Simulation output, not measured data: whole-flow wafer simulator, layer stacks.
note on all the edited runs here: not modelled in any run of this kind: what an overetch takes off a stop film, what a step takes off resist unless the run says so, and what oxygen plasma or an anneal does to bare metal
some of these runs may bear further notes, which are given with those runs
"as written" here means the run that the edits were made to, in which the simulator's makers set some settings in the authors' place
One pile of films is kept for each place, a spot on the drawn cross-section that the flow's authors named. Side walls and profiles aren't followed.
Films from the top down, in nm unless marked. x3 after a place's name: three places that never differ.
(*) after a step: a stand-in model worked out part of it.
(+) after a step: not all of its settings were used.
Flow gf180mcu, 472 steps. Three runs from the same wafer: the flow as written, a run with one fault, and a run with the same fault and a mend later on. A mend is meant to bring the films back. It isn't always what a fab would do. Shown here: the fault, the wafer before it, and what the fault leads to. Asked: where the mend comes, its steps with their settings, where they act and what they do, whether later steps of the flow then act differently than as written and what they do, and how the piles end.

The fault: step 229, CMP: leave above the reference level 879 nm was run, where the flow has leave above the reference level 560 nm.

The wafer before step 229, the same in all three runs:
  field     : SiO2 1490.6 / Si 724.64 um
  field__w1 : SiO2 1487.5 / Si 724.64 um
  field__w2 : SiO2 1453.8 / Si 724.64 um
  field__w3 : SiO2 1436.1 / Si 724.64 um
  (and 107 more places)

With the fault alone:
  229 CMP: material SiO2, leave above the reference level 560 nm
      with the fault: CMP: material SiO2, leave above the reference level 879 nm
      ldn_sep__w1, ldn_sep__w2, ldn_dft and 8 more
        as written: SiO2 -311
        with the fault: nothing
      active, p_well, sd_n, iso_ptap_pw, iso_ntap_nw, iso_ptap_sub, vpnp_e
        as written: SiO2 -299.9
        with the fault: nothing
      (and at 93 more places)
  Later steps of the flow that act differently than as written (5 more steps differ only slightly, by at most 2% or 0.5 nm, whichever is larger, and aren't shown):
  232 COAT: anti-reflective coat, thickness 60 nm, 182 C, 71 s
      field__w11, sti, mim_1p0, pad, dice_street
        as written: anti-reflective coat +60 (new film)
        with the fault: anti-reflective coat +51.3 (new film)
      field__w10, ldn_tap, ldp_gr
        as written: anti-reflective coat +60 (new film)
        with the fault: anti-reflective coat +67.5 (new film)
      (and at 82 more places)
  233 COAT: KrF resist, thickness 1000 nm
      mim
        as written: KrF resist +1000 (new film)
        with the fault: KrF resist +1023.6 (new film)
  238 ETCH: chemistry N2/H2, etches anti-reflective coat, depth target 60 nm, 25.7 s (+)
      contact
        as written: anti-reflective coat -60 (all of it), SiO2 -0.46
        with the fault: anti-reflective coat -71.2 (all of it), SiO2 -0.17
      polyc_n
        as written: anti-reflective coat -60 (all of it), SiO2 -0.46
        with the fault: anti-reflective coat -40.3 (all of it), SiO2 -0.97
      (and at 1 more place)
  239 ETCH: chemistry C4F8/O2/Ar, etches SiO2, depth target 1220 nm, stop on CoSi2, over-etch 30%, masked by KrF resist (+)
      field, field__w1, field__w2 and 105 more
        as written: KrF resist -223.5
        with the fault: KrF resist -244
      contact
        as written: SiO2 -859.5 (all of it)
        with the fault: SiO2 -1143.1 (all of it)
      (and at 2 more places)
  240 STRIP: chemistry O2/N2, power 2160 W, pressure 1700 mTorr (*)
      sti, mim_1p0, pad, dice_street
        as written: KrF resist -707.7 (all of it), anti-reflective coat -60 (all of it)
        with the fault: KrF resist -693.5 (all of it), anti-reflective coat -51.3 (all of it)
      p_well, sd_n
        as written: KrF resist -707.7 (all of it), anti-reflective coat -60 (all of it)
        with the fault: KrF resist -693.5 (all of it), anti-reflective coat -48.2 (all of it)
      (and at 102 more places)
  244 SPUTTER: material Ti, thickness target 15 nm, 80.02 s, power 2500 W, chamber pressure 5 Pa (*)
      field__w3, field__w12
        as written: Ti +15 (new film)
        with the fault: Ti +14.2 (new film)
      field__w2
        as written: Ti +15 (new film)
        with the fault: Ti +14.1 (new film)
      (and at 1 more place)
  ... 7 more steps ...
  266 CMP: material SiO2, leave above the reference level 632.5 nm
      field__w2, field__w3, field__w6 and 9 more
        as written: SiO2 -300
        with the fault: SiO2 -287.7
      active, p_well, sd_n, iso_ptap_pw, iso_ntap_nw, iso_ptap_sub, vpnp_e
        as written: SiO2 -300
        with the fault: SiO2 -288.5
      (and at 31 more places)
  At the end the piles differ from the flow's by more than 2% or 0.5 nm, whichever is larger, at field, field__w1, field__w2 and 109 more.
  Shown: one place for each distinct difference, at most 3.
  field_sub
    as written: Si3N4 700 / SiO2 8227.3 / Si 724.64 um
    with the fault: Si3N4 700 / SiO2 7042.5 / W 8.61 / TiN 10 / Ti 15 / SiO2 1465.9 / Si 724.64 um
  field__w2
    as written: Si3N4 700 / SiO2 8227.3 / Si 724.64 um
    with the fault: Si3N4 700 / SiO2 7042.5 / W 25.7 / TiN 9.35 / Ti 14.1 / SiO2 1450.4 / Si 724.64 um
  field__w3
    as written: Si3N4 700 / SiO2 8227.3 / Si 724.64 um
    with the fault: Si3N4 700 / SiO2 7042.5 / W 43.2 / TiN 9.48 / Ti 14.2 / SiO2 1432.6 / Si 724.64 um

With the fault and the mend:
  The mend comes after step 229.
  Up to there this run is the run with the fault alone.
  229a CMP: material SiO2, leave above the reference level 560 nm (the flow's step 229 once more)
      field__w5, field__w9, n_well and 36 more
        SiO2 -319
      ldn_sep__w1, ldn_sep__w2, ldn_dft and 8 more
        SiO2 -311
      active, p_well, sd_n, iso_ptap_pw, iso_ntap_nw, iso_ptap_sub, vpnp_e
        SiO2 -299.9
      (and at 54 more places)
  No later step of the flow acts differently than as written at any place that is followed.
  At the end the piles are the same as the flow's at every place that both follow.
